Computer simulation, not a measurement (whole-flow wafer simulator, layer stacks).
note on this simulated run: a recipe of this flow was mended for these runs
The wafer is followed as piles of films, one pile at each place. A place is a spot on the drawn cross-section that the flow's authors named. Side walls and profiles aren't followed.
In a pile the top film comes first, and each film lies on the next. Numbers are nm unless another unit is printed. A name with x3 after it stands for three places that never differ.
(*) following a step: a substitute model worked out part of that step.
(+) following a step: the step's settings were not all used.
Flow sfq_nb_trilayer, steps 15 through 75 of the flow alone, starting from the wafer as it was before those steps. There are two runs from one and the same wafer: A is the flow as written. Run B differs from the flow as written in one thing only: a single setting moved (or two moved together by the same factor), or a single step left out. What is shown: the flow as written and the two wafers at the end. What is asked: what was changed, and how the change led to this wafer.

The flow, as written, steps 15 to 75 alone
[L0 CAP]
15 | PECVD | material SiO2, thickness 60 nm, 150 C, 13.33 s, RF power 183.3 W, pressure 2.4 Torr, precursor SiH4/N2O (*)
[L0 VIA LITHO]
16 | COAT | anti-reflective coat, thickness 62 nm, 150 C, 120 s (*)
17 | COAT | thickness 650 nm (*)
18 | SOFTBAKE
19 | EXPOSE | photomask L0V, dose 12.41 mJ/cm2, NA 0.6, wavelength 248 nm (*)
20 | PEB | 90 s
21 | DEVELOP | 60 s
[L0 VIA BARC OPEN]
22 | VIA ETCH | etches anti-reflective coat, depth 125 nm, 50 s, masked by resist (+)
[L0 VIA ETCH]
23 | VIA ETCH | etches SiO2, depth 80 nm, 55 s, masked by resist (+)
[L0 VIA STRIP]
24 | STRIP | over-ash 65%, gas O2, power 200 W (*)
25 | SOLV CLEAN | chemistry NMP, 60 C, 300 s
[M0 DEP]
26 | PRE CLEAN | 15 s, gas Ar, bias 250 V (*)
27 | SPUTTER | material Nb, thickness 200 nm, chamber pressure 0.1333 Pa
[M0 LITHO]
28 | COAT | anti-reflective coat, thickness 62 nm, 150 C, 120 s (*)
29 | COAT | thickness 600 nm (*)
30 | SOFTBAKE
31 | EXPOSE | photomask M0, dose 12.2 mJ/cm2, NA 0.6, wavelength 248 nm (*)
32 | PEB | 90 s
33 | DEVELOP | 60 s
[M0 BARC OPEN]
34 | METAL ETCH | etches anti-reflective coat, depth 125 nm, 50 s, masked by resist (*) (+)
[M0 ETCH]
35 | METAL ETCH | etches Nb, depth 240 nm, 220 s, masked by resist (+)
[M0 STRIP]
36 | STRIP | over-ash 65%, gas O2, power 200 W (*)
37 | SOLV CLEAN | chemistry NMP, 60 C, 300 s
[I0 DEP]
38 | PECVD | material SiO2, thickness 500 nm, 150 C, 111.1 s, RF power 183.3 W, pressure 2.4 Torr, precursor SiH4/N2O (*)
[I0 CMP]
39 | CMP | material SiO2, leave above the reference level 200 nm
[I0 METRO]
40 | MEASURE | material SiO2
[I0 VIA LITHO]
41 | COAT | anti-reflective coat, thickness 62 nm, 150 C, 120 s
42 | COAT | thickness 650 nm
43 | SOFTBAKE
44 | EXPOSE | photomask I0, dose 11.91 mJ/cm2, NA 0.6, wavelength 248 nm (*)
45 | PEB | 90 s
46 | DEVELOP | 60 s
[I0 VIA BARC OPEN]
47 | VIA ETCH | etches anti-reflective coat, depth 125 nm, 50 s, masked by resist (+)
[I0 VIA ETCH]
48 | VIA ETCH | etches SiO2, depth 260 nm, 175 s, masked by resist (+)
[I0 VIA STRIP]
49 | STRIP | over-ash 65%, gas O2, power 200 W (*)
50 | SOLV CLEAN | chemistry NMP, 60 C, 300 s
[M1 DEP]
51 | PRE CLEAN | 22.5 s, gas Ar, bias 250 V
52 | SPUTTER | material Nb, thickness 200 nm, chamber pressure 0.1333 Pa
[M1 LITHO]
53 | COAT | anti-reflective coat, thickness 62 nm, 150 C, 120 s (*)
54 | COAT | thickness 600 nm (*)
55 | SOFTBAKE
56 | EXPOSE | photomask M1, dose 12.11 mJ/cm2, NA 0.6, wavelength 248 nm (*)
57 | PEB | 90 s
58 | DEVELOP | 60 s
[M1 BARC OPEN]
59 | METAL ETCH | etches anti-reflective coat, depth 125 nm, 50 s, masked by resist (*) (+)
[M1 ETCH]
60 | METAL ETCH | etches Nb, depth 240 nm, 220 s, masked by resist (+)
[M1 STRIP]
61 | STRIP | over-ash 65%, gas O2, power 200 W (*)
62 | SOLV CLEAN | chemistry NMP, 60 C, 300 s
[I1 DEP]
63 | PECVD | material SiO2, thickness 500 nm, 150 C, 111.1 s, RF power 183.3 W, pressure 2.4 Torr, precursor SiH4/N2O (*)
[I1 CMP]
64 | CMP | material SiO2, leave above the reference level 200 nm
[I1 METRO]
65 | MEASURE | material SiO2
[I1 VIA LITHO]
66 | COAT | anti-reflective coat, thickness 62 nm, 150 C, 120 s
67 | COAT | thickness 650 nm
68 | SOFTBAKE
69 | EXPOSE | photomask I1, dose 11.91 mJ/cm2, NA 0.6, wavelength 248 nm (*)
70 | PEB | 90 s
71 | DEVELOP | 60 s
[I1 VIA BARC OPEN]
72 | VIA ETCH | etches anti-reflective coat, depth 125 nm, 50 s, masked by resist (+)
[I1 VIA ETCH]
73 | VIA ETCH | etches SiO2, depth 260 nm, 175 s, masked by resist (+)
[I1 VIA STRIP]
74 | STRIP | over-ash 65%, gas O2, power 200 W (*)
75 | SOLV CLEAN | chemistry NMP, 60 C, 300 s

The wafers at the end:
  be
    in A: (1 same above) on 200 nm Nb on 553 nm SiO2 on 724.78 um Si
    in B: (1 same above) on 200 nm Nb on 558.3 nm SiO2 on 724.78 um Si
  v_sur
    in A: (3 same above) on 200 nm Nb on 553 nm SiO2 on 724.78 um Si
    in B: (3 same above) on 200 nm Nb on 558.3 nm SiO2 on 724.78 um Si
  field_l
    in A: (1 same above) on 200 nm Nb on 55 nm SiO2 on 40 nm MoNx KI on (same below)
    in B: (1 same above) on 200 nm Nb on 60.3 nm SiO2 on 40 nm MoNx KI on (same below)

What caused this: step 15, PECVD: pressure 2.04 Torr was run, whereas the flow has pressure 2.4 Torr.

Step by step, how the change led to this:
  15 | PECVD | material SiO2, thickness 60 nm, 150 C, 13.33 s, RF power 183.3 W, pressure 2.4 Torr, precursor SiH4/N2O (*)
      v_sur, via_wl, via_w and 97 more: A +60 SiO2 | B +65.3 SiO2
      field_l, l0_sur, l0v, l0r_line_l, l0r_line_c, l0r_line_r: A +60 SiO2 (new film) | B +65.3 SiO2 (new film)
  23 | VIA ETCH | etches SiO2, depth 80 nm, 55 s, masked by resist (+)
      l0v: A -59.7 SiO2 (all of it), -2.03 MoNx KI | B -65 SiO2 (all of it), -1.5 MoNx KI
  28 | COAT | anti-reflective coat, thickness 62 nm, 150 C, 120 s (*)
      l0_sur: A +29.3 anti-reflective coat (new film) | B +27.6 anti-reflective coat (new film)
      l0v: A +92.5 anti-reflective coat (new film) | B +94.4 anti-reflective coat (new film)
  36 | STRIP | over-ash 65%, gas O2, power 200 W (*)
      l0_sur: A -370 KrF-resist-other-grade (all of it), -29.3 anti-reflective coat (all of it) | B -370.8 KrF-resist-other-grade (all of it), -27.6 anti-reflective coat (all of it)
      l0v: A -374.1 KrF-resist-other-grade (all of it), -92.5 anti-reflective coat (all of it) | B -376.8 KrF-resist-other-grade (all of it), -94.4 anti-reflective coat (all of it)
  39 | CMP | material SiO2, leave above the reference level 200 nm
      l0v: A -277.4 SiO2 | B -271.8 SiO2
